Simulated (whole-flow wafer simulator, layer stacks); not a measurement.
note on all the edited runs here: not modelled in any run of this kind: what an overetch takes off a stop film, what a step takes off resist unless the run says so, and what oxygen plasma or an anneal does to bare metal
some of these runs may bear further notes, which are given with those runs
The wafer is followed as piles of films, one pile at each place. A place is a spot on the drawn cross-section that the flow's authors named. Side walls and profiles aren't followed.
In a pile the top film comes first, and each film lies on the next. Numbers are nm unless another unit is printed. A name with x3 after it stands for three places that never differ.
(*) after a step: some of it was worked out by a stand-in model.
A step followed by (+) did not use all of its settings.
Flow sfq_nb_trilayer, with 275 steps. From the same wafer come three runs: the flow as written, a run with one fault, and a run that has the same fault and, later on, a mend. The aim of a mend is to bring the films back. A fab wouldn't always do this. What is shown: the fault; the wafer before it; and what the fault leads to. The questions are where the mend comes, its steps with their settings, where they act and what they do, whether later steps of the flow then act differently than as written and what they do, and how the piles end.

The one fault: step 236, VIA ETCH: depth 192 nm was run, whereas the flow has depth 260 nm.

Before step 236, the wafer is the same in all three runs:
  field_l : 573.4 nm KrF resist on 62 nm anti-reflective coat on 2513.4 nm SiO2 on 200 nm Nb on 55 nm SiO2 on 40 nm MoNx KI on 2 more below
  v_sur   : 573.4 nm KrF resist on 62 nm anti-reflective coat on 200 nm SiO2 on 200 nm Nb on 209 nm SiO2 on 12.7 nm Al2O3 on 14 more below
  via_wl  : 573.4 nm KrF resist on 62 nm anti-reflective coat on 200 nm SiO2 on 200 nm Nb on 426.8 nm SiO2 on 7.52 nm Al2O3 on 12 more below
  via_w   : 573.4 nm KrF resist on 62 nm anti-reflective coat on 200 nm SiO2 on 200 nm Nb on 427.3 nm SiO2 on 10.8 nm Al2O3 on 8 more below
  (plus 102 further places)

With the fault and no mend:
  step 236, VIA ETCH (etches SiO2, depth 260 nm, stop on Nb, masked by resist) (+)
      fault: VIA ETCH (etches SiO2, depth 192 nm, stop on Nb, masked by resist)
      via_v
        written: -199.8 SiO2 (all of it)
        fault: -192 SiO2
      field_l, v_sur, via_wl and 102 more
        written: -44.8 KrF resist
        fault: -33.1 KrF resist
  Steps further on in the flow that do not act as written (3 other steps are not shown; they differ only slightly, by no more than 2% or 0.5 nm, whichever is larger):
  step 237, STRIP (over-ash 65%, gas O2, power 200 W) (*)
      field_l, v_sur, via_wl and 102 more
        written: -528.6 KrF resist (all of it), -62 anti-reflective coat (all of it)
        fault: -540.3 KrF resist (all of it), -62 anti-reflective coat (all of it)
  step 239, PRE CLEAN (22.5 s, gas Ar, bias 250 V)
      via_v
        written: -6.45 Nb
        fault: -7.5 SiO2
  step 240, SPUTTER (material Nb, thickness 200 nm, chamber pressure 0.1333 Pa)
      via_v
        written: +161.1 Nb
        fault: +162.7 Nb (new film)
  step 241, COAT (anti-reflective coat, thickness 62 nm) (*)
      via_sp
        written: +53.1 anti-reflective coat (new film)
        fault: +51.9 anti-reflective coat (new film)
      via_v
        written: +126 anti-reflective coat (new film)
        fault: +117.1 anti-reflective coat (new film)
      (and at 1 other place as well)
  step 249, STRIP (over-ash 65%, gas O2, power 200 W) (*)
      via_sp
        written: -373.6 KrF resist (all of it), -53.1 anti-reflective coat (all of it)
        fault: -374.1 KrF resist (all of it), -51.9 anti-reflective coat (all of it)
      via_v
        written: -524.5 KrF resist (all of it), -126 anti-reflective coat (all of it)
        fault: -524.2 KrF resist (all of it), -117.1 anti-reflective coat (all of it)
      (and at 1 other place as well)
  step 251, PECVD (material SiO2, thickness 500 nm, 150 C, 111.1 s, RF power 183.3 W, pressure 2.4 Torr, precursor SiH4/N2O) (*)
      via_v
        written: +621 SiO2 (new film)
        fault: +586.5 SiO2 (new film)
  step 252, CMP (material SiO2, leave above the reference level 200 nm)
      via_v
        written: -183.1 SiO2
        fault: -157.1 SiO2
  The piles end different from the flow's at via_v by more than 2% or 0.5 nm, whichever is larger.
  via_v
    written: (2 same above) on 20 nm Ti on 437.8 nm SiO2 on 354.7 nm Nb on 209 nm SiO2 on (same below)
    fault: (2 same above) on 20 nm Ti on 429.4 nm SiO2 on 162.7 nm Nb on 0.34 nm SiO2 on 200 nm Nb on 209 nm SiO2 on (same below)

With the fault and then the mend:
  The mend follows step 236.
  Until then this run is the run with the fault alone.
  step 236a, VIA ETCH (etches SiO2, depth 68 nm, stop on Nb, masked by resist) (+) (a further turn of the flow's step 236, with different settings)
      field_l, v_sur, via_wl and 102 more
        -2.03 KrF resist
      via_v
        -7.84 SiO2 (all of it)
  Every later step of the flow that is run acts as written, at every place that is followed, to within 2% or 0.5 nm, whichever is larger.
  By the end, the piles equal the flow's at every place that both follow.
